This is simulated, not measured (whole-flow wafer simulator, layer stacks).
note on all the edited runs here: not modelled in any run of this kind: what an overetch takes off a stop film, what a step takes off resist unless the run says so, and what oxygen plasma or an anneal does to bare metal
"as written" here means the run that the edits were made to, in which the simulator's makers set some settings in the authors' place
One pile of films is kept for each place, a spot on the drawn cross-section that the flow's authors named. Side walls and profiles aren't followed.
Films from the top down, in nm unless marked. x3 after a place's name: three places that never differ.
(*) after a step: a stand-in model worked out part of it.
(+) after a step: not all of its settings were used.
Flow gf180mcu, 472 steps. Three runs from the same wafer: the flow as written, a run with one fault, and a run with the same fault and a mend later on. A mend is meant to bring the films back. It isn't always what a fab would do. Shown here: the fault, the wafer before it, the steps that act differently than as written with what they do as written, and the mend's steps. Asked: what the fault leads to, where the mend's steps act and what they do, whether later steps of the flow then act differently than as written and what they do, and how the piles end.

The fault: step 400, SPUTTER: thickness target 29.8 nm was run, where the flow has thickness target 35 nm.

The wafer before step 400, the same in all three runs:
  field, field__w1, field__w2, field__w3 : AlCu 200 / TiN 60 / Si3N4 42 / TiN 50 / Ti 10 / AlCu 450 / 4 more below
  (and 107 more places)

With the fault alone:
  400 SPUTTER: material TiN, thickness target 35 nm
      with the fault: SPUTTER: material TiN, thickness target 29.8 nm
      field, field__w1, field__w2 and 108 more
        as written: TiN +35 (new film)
        with the fault: TiN +29.8 (new film)
  Later steps of the flow that act differently than as written (10 more steps differ only slightly, by at most 2% or 0.5 nm, whichever is larger, and aren't shown):
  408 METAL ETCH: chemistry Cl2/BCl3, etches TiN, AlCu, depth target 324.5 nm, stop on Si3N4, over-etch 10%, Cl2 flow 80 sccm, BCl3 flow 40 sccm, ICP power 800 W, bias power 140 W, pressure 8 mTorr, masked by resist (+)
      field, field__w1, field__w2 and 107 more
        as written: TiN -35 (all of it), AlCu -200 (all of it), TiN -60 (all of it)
        with the fault: TiN -29.8 (all of it), AlCu -200 (all of it), TiN -60 (all of it)
  At the end the piles differ from the flow's by more than 2% or 0.5 nm, whichever is larger, at mim.
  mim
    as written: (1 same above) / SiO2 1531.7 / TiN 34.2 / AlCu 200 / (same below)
    with the fault: (1 same above) / SiO2 1531.7 / TiN 29 / AlCu 200 / (same below)

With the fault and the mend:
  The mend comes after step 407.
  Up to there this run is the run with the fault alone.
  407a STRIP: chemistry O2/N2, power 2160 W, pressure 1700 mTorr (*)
      mim
        resist -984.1 (all of it)
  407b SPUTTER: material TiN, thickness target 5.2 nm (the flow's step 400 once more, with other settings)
      field, field__w1, field__w2 and 108 more
        TiN +5.2
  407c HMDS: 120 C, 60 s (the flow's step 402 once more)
      changes no film at any place that is followed
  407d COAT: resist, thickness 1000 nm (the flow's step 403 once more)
      field, field__w1, field__w2 and 108 more
        resist +1000 (new film)
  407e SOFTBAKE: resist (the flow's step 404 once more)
      changes no film at any place that is followed
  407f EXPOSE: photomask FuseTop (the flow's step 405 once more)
      changes no film at any place that is followed
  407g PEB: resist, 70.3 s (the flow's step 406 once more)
      field, field__w1, field__w2 and 108 more
        resist -15.9
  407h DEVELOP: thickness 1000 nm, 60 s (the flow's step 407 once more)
      field, field__w1, field__w2 and 107 more
        resist -984.1 (all of it)
  No later step of the flow acts differently than as written at any place that is followed.
  At the end the piles are the same as the flow's at every place that both follow.
